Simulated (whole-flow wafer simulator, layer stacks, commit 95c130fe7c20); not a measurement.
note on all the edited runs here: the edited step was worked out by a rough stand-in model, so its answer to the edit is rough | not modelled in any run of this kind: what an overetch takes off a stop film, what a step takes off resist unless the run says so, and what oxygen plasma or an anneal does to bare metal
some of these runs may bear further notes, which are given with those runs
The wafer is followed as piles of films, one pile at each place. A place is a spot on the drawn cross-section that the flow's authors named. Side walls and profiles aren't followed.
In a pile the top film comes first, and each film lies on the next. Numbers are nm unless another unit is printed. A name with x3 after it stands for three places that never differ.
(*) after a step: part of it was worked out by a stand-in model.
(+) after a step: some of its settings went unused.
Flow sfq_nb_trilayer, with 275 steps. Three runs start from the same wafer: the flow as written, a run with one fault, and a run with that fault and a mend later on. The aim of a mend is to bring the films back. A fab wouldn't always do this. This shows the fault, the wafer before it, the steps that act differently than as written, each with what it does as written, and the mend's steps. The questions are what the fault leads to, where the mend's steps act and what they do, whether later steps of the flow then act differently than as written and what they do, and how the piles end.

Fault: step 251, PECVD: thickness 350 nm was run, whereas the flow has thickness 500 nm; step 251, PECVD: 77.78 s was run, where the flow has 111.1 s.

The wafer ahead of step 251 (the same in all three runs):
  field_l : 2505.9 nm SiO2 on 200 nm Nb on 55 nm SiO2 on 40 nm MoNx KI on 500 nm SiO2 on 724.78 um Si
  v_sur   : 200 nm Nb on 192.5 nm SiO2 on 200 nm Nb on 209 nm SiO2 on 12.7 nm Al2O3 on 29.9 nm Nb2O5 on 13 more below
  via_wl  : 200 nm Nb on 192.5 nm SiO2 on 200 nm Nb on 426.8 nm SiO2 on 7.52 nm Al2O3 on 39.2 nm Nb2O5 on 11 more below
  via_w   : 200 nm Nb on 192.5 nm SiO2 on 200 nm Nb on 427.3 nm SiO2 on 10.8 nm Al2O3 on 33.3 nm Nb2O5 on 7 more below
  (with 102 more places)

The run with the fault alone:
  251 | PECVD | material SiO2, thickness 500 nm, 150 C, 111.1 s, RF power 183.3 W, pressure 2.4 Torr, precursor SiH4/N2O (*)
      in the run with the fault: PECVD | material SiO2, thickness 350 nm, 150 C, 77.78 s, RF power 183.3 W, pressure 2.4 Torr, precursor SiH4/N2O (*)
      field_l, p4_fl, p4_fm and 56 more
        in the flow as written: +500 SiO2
        in the run with the fault: +350 SiO2
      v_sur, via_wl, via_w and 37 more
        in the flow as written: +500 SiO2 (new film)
        in the run with the fault: +350 SiO2 (new film)
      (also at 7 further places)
  Steps later in the flow that act otherwise than as written (4 more steps, not shown, differ only slightly: by at most 2% or 0.5 nm, whichever is larger):
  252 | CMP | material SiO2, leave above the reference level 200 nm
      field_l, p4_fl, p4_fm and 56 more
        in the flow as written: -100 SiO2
        in the run with the fault: nothing
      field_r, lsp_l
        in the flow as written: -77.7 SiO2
        in the run with the fault: nothing
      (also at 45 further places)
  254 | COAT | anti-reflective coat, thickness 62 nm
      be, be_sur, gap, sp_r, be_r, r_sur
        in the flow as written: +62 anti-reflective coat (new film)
        in the run with the fault: +59.7 anti-reflective coat (new film)
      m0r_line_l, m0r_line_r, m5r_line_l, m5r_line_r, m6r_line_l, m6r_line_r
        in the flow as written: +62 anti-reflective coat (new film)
        in the run with the fault: +63.4 anti-reflective coat (new film)
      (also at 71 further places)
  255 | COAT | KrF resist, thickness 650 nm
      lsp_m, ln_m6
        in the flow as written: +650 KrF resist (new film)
        in the run with the fault: +634.6 KrF resist (new film)
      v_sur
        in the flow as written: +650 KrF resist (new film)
        in the run with the fault: +635 KrF resist (new film)
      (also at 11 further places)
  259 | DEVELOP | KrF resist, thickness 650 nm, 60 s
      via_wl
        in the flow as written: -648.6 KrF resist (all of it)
        in the run with the fault: -631.3 KrF resist (all of it)
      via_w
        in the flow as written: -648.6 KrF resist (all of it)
        in the run with the fault: -634.5 KrF resist (all of it)
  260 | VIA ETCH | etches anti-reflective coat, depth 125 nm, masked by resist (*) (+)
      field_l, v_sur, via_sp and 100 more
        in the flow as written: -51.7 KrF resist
        in the run with the fault: -49.3 KrF resist
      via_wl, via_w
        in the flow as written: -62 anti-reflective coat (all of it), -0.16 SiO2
        in the run with the fault: -59.1 anti-reflective coat (all of it), -0.15 SiO2
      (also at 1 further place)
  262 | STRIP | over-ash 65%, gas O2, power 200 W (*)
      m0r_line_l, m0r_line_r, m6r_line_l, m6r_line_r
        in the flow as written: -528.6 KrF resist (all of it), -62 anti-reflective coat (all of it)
        in the run with the fault: -540.3 KrF resist (all of it), -63.4 anti-reflective coat (all of it)
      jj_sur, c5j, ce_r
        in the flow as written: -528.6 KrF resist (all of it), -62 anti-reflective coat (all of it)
        in the run with the fault: -522 KrF resist (all of it), -59.8 anti-reflective coat (all of it)
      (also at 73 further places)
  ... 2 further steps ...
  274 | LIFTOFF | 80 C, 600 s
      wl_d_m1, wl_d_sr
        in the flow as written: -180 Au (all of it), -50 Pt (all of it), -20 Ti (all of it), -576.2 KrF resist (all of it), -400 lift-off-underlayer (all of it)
        in the run with the fault: -180 Au (all of it), -50 Pt (all of it), -20 Ti (all of it), -584.4 KrF resist (all of it), -408.2 lift-off-underlayer (all of it)
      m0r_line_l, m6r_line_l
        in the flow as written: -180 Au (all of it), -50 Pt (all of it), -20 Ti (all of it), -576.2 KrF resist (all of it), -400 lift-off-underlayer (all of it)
        in the run with the fault: -180 Au (all of it), -50 Pt (all of it), -20 Ti (all of it), -580.2 KrF resist (all of it), -411.4 lift-off-underlayer (all of it)
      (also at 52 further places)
  The piles end different from the flow's at via_v, field_r, lsp_l and 48 more by more than 2% or 0.5 nm, whichever is larger.
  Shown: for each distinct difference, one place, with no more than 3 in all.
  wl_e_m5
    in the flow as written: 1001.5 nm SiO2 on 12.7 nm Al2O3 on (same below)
    in the run with the fault: 951.5 nm SiO2 on 12.7 nm Al2O3 on (same below)
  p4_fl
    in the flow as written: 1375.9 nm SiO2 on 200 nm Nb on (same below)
    in the run with the fault: 1325.9 nm SiO2 on 200 nm Nb on (same below)
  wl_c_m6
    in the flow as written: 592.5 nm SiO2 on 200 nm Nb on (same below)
    in the run with the fault: 542.5 nm SiO2 on 200 nm Nb on (same below)

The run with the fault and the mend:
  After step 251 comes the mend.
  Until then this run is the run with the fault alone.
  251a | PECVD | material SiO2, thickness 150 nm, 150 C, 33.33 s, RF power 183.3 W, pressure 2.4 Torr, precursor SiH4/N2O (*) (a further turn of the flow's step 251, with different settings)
      field_l, v_sur, via_wl and 98 more
        +150 SiO2
      field_r, lsp_l
        +144.1 SiO2
      l0_sur, l0v
        +146.7 SiO2
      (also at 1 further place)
  Steps later in the flow that act otherwise than as written:
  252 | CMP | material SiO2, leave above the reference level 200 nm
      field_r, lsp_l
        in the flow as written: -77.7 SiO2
        in the run with the mend: -79.7 SiO2
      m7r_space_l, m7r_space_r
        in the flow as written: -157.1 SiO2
        in the run with the mend: -100 SiO2
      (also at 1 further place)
  At every place that both follow, the piles at the end match the flow's.
